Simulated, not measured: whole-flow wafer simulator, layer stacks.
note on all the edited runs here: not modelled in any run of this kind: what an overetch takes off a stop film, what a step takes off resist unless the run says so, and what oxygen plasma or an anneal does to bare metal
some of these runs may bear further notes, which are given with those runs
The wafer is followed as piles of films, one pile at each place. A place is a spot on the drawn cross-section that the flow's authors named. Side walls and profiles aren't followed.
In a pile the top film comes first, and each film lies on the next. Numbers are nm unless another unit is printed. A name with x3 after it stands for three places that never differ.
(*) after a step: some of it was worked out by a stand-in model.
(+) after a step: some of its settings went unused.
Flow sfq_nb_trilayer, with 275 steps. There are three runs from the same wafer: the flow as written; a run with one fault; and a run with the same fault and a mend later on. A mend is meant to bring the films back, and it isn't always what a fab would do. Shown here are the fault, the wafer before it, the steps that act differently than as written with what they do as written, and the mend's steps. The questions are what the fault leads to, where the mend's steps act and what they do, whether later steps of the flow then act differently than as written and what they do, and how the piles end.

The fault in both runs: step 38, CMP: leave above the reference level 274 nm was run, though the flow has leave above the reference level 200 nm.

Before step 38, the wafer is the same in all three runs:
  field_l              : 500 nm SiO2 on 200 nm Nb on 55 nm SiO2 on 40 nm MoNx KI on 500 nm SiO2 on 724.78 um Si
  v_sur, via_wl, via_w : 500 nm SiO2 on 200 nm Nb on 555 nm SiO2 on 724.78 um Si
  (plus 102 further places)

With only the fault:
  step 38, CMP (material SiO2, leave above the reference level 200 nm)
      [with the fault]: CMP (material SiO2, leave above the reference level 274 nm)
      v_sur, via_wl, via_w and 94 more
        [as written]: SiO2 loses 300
        [with the fault]: SiO2 loses 226
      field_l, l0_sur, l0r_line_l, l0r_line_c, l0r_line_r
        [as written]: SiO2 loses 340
        [with the fault]: SiO2 loses 266
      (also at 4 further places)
  Later steps of the flow acting differently than as written (not shown: 4 more steps that differ only slightly, by at most 2% or 0.5 nm, whichever is larger):
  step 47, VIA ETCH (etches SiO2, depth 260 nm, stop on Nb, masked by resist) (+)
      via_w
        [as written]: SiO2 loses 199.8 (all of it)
        [with the fault]: SiO2 loses 260
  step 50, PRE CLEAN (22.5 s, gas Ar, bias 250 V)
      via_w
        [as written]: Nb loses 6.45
        [with the fault]: SiO2 loses 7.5
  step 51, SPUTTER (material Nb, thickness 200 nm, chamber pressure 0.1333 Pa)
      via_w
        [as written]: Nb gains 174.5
        [with the fault]: Nb gains 163.1 (new film)
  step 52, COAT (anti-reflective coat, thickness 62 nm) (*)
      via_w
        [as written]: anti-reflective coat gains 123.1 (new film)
        [with the fault]: anti-reflective coat gains 136.1 (new film)
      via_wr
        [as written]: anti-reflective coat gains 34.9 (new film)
        [with the fault]: anti-reflective coat gains 33.2 (new film)
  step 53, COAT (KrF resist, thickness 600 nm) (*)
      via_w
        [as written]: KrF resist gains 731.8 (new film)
        [with the fault]: KrF resist gains 781.6 (new film)
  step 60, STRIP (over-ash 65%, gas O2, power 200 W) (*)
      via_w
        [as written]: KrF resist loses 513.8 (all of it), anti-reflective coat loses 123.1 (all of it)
        [with the fault]: KrF resist loses 563.6 (all of it), anti-reflective coat loses 136.1 (all of it)
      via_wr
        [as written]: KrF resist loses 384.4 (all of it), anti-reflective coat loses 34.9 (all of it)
        [with the fault]: KrF resist loses 378.6 (all of it), anti-reflective coat loses 33.2 (all of it)
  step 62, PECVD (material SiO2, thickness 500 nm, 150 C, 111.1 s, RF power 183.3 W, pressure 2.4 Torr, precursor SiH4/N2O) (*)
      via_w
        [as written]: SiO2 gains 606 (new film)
        [with the fault]: SiO2 gains 678.7 (new film)
  By the end, the piles at field_l, v_sur, via_wl and 103 more depart from the flow's by more than 2% or 0.5 nm, whichever is larger.
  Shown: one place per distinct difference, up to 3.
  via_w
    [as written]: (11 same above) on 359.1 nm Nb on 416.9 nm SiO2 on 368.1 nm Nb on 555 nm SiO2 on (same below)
    [with the fault]: (11 same above) on 359.1 nm Nb on 489.6 nm SiO2 on 163.1 nm Nb on 6.34 nm SiO2 on 200 nm Nb on 555 nm SiO2 on (same below)
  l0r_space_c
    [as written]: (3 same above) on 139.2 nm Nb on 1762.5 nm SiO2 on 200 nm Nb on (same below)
    [with the fault]: (3 same above) on 139.2 nm Nb on 1836.5 nm SiO2 on 200 nm Nb on (same below)
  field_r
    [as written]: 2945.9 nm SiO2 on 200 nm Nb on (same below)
    [with the fault]: 3019.9 nm SiO2 on 200 nm Nb on (same below)

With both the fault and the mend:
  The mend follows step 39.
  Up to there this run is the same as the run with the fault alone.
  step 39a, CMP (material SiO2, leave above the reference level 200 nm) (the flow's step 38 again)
      field_l, v_sur, via_wl and 103 more
        SiO2 loses 74
  None of the later steps of the flow acts differently than as written at any place that is followed.
  At every place that both follow, the piles at the end match the flow's.
